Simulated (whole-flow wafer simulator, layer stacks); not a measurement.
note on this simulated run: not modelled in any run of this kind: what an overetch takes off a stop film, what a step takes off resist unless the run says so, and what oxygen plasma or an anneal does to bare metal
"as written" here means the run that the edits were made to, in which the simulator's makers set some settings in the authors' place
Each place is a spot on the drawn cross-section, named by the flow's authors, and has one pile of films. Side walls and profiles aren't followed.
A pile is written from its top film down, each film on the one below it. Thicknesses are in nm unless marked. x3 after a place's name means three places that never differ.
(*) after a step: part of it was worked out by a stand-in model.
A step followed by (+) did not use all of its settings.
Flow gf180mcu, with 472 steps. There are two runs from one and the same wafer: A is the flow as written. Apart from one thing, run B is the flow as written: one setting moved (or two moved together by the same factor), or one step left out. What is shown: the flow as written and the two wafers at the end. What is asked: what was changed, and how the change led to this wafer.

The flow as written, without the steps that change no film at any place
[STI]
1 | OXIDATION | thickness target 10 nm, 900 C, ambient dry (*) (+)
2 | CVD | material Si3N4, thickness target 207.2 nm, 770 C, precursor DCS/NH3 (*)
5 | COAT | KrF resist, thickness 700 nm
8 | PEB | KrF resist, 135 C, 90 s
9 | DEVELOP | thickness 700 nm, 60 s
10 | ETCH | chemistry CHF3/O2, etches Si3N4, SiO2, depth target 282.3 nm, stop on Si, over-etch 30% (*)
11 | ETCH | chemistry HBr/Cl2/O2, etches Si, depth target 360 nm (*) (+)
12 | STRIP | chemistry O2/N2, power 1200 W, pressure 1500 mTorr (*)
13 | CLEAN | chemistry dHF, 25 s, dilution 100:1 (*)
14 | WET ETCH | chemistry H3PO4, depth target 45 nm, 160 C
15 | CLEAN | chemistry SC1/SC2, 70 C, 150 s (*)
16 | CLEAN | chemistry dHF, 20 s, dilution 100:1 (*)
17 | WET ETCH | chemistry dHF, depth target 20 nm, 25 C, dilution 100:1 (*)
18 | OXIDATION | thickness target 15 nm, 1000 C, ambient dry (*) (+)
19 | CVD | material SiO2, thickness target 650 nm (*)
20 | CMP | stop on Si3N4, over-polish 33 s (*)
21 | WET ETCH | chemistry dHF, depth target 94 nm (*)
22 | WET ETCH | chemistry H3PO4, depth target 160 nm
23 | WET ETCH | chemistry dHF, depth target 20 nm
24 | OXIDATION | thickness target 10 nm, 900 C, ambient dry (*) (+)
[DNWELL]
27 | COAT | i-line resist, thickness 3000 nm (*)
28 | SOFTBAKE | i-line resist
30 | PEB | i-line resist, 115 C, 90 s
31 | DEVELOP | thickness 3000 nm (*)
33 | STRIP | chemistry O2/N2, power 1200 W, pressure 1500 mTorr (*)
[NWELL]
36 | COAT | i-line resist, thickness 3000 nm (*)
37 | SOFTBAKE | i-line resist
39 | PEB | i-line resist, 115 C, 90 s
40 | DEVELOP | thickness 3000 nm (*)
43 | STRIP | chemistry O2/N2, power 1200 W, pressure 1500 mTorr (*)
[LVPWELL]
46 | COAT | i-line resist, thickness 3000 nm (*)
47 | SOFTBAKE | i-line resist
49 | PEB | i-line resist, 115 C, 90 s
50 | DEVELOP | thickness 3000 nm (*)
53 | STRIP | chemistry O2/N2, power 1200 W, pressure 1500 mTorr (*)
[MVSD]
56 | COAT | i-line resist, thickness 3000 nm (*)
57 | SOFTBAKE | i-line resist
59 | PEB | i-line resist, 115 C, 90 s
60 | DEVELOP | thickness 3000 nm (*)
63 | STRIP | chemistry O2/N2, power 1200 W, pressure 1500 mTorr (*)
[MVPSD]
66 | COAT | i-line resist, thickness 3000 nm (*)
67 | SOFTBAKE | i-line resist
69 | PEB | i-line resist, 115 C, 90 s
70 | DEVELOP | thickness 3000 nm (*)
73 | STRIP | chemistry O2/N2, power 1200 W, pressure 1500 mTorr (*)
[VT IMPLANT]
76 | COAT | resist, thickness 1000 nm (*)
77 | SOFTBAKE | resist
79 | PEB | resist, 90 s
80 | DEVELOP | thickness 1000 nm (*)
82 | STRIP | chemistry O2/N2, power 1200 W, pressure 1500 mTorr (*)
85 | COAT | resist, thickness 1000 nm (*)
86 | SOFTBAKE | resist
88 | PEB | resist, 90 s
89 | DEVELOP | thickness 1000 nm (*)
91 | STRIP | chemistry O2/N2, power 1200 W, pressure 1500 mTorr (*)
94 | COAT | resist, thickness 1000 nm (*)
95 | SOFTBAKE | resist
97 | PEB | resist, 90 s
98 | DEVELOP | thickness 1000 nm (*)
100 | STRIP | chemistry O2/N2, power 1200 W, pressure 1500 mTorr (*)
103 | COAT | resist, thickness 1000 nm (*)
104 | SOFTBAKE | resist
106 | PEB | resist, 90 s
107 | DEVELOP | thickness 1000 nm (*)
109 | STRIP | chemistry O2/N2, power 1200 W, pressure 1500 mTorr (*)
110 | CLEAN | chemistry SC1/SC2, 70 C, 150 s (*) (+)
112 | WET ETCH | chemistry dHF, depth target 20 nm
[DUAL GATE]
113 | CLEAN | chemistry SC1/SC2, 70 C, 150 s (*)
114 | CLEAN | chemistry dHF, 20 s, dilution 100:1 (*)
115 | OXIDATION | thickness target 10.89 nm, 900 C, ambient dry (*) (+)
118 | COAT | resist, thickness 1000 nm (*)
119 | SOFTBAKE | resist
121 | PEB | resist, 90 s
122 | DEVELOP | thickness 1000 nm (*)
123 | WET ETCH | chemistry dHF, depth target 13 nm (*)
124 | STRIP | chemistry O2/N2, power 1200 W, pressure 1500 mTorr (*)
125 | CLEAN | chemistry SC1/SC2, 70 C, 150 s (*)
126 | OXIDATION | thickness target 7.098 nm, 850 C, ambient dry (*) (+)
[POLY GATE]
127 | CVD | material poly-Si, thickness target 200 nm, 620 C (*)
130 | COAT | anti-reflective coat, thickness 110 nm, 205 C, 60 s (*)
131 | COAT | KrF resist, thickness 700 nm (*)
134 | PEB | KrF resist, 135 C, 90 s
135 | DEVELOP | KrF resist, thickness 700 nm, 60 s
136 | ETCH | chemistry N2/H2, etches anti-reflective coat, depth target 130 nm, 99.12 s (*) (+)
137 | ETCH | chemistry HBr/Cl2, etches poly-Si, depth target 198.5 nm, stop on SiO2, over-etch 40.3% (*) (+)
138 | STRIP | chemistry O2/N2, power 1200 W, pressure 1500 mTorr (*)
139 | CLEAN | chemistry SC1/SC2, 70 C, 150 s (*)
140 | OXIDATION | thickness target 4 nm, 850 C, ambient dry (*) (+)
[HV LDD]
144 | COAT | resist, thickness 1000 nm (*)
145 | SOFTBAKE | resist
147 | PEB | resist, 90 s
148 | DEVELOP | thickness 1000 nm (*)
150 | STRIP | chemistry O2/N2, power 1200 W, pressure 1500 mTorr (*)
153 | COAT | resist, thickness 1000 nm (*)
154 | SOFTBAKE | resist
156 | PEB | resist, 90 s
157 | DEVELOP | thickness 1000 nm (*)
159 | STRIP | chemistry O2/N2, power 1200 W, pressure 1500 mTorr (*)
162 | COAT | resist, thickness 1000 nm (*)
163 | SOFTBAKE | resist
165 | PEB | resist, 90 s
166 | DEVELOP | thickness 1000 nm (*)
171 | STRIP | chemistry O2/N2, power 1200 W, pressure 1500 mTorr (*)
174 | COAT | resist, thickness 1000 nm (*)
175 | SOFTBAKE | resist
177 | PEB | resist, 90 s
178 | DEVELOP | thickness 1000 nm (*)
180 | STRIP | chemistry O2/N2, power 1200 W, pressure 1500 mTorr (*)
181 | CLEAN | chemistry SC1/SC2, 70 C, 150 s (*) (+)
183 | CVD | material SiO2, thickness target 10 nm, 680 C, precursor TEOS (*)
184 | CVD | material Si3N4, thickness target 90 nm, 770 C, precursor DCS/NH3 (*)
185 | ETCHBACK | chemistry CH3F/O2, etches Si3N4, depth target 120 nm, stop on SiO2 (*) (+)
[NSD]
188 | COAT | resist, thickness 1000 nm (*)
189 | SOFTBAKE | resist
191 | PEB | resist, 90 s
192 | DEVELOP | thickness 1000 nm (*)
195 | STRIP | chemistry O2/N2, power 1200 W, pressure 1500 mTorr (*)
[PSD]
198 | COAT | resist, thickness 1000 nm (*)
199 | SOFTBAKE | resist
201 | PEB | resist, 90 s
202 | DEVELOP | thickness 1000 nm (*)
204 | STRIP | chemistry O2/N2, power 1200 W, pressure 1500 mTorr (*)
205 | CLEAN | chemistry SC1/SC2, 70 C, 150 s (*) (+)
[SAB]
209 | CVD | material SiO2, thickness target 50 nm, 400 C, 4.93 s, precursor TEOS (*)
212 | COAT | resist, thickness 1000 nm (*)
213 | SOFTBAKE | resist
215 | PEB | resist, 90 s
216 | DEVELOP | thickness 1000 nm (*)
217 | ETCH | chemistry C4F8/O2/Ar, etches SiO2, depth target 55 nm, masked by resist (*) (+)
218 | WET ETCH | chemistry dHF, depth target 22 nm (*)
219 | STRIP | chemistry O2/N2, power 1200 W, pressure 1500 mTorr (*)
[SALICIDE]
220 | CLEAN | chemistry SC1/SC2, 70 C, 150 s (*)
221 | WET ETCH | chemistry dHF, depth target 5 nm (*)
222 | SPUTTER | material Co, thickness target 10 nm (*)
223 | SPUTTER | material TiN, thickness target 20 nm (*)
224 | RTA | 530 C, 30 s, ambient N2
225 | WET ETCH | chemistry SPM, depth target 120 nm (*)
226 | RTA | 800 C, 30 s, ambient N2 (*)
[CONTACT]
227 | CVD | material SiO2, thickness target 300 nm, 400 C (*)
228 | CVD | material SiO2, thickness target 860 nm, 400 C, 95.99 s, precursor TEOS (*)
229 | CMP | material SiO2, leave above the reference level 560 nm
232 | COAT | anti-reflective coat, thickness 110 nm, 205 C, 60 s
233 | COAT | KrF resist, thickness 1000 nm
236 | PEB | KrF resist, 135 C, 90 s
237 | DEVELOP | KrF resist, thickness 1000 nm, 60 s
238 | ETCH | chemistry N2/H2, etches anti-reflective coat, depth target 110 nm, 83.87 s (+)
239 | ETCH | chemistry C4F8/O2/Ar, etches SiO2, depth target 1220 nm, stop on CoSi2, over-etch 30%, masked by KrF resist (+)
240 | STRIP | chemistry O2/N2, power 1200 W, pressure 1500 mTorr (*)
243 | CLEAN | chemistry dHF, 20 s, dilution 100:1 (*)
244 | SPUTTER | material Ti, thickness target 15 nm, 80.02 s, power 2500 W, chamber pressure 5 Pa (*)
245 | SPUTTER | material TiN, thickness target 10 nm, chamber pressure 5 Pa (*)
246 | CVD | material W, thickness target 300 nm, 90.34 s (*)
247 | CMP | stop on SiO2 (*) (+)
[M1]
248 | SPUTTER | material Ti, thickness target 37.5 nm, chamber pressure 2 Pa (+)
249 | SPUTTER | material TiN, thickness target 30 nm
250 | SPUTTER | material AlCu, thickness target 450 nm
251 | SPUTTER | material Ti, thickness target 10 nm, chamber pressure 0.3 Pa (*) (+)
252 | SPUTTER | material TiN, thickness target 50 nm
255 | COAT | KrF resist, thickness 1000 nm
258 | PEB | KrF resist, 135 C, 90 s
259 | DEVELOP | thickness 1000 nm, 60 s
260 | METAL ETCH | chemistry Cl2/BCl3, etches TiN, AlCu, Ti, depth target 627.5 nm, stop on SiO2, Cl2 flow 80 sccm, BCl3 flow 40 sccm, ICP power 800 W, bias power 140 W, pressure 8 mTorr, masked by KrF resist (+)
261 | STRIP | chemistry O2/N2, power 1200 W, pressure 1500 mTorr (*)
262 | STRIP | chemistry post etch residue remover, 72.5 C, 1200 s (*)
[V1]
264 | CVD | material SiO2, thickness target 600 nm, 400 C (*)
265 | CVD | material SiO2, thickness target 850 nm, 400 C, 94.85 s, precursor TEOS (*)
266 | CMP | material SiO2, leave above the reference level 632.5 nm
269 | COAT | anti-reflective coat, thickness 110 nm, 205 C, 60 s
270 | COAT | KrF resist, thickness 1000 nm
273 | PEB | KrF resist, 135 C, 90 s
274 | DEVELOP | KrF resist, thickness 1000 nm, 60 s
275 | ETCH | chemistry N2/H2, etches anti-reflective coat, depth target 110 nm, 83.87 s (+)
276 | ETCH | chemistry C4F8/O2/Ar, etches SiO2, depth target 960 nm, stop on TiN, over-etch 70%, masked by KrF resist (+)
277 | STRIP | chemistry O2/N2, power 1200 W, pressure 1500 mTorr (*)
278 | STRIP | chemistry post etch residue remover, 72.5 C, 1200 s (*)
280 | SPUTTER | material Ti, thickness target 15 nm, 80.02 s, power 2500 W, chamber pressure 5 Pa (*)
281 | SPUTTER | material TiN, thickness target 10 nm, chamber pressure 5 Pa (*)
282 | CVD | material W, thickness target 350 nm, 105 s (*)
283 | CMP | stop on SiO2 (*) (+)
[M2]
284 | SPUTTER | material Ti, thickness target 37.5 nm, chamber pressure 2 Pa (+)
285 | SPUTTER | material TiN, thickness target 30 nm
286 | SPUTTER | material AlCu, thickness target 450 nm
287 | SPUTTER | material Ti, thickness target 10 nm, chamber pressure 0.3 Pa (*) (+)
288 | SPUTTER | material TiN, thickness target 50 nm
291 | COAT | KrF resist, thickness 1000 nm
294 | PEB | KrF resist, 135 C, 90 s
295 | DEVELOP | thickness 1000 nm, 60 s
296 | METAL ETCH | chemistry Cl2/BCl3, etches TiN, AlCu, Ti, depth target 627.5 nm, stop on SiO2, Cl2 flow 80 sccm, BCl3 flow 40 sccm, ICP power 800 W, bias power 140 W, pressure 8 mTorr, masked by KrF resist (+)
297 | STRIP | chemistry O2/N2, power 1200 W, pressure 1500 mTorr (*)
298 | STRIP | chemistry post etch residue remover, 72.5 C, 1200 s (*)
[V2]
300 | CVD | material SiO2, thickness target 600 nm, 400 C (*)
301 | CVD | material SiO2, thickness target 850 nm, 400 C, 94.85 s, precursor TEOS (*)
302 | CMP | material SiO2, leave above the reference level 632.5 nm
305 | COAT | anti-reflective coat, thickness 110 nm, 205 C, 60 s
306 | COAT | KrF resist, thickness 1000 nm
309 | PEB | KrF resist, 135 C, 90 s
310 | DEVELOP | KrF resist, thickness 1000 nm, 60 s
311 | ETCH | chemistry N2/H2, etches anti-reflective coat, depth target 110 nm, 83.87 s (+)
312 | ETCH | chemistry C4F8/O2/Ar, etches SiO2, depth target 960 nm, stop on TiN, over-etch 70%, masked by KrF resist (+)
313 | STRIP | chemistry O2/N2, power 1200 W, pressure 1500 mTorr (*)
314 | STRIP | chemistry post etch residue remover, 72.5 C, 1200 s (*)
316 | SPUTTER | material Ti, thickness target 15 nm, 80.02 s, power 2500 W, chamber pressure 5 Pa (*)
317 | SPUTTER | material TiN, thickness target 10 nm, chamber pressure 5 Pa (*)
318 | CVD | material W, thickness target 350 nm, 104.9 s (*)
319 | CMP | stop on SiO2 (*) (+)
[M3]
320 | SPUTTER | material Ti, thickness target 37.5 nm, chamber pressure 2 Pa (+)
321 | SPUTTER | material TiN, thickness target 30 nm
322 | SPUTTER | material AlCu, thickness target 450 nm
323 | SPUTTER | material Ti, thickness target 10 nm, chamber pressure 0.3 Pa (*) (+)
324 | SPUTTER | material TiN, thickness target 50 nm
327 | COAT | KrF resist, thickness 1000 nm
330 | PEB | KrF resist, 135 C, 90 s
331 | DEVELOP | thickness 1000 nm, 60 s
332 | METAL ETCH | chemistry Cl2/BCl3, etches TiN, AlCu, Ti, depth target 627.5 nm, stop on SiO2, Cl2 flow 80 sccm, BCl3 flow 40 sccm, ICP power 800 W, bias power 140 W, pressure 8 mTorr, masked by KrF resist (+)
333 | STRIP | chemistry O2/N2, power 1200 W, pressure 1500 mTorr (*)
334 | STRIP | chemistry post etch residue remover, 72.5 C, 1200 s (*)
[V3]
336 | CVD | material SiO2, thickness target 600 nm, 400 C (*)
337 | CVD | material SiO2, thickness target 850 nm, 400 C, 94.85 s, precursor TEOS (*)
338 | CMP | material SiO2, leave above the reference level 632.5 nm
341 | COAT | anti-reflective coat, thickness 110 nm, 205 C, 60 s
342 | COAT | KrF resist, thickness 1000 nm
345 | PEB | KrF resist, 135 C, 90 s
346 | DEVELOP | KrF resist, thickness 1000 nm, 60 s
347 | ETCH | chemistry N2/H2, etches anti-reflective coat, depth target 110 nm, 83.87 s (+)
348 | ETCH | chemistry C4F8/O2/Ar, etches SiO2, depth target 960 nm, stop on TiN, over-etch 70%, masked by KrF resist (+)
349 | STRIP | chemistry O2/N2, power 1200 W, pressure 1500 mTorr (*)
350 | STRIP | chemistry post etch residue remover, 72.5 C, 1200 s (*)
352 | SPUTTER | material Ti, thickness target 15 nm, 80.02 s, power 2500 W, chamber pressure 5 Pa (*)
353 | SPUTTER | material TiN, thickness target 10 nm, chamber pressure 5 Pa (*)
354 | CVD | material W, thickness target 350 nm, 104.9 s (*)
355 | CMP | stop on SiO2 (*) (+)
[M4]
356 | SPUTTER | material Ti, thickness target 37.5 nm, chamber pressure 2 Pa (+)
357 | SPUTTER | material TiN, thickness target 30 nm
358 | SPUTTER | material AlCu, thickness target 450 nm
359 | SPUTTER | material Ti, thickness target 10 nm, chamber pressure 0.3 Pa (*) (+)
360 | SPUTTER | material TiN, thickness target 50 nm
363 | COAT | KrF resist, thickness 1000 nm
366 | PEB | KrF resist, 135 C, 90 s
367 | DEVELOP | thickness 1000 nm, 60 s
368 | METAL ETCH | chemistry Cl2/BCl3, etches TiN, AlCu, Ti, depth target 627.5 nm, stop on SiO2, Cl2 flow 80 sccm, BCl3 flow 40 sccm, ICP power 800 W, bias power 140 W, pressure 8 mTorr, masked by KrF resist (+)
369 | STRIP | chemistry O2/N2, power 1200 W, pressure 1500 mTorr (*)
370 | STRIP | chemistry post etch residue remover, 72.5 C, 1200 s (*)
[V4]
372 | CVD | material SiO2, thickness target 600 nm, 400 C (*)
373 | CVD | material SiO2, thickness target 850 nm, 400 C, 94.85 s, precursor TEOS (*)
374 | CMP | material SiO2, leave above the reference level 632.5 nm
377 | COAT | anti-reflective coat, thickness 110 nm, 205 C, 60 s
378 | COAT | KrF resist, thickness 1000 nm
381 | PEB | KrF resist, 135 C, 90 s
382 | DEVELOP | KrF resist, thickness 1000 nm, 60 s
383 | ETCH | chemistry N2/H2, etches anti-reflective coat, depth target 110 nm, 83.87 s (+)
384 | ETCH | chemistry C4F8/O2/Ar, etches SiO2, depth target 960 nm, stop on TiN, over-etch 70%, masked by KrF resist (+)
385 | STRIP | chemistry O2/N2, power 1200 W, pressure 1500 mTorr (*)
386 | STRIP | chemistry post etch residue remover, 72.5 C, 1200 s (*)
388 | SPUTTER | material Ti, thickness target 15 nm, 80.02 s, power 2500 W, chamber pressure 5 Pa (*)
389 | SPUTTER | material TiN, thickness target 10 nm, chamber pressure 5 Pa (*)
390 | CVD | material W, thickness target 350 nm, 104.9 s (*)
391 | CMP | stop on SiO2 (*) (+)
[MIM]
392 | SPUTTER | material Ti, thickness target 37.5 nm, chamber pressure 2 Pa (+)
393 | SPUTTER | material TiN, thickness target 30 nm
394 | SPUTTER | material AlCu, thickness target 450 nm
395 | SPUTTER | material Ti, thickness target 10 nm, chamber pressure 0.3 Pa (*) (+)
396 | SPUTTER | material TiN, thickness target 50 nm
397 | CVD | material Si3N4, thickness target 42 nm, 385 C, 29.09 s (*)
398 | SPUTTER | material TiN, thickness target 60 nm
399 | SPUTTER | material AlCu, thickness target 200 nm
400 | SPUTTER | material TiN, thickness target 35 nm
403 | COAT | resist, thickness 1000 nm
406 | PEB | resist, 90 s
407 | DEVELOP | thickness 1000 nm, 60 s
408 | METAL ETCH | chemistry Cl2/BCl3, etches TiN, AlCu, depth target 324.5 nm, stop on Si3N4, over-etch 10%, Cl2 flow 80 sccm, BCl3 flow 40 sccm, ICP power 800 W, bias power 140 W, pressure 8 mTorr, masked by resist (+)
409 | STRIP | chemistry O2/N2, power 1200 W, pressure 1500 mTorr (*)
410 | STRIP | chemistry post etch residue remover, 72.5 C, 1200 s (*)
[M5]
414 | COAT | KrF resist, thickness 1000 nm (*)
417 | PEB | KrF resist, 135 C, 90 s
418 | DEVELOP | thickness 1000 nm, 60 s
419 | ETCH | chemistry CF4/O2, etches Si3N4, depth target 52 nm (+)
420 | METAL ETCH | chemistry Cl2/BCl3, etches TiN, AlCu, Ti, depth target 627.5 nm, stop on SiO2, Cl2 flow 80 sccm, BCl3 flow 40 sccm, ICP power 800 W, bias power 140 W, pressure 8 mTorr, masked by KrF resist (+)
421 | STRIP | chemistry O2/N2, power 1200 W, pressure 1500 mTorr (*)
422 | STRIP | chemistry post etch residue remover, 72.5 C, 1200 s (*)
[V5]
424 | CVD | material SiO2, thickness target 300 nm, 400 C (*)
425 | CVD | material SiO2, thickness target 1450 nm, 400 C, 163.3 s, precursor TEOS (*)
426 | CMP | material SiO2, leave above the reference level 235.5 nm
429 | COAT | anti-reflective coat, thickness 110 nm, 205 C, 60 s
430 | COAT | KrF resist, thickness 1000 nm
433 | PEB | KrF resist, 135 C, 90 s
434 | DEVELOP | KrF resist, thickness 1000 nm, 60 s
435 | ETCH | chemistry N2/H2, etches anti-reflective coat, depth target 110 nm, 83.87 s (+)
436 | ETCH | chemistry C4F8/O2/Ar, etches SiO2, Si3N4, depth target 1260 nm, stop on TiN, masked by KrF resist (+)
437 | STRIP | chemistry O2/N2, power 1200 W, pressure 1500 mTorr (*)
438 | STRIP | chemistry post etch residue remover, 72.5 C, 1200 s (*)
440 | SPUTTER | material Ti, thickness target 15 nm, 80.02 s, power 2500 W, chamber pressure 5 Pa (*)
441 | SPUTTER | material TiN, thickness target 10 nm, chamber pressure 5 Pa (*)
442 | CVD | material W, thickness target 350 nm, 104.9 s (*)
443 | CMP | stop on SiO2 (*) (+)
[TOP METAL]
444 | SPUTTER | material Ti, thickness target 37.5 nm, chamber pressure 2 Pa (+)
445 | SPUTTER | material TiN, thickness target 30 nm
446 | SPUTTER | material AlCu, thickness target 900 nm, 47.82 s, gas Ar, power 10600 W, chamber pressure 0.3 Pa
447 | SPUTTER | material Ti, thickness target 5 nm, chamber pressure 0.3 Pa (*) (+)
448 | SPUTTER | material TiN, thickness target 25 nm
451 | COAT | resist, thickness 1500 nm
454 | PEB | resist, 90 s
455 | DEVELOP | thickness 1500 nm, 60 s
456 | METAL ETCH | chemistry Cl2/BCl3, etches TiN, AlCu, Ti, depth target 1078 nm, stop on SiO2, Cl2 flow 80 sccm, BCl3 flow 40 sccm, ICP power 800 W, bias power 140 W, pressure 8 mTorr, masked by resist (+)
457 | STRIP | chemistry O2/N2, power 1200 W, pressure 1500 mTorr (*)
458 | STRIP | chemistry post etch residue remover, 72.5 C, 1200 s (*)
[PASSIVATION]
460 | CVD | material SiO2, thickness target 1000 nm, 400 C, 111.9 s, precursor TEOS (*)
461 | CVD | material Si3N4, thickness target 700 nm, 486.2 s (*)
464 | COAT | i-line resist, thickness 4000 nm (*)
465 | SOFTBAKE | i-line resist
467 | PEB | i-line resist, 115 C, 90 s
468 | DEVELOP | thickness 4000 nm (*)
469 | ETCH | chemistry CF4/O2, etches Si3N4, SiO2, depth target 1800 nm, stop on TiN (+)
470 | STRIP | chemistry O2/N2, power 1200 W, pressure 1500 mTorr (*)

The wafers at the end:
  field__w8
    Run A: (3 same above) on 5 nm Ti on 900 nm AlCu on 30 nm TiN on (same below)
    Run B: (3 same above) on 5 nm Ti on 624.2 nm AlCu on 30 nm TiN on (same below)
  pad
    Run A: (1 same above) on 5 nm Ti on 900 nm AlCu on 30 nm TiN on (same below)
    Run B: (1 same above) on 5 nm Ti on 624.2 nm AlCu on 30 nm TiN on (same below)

Cause: step 446, SPUTTER: 33.47 s was run, whereas the flow has 47.82 s.

Step by step, how the change led to this:
  446 | SPUTTER | material AlCu, thickness target 900 nm, 47.82 s, gas Ar, power 10600 W, chamber pressure 0.3 Pa
      field, field__w1, field__w2 and 109 more: A +900 AlCu (new film) | B +624.2 AlCu (new film)
  456 | METAL ETCH | chemistry Cl2/BCl3, etches TiN, AlCu, Ti, depth target 1078 nm, stop on SiO2, Cl2 flow 80 sccm, BCl3 flow 40 sccm, ICP power 800 W, bias power 140 W, pressure 8 mTorr, masked by resist (+)
      field, field__w1, field__w2 and 103 more: A -25 TiN (all of it), -5 Ti (all of it), -900 AlCu (all of it), -30 TiN (all of it), -37.5 Ti (all of it) | B -25 TiN (all of it), -5 Ti (all of it), -624.2 AlCu (all of it), -30 TiN (all of it), -37.5 Ti (all of it)
  464 | COAT | i-line resist, thickness 4000 nm (*)
      field__w8: A +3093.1 i-line resist (new film) | B +3338.3 i-line resist (new film)
      contact: A +3153.6 i-line resist (new film) | B +3373.9 i-line resist (new film)
      (and at 4 other places as well)
  465 | SOFTBAKE | i-line resist
      field: A -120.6 i-line resist | B -78 i-line resist
      field__w1: A -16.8 i-line resist | B -12.2 i-line resist
      (and at 67 other places as well)
  467 | PEB | i-line resist, 115 C, 90 s
      field__w8, m1__w1: A -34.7 i-line resist | B -39.1 i-line resist
      contact, m1: A -35.1 i-line resist | B -39.3 i-line resist
      (and at 2 other places as well)
  468 | DEVELOP | thickness 4000 nm (*)
      pad: A -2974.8 i-line resist (all of it) | B -3244.1 i-line resist (all of it)
  470 | STRIP | chemistry O2/N2, power 1200 W, pressure 1500 mTorr (*)
      field__w8, m1__w1: A -1787.7 i-line resist (all of it) | B -2053.6 i-line resist (all of it)
      contact: A -1811.2 i-line resist (all of it) | B -2067.9 i-line resist (all of it)
      (and at 2 other places as well)
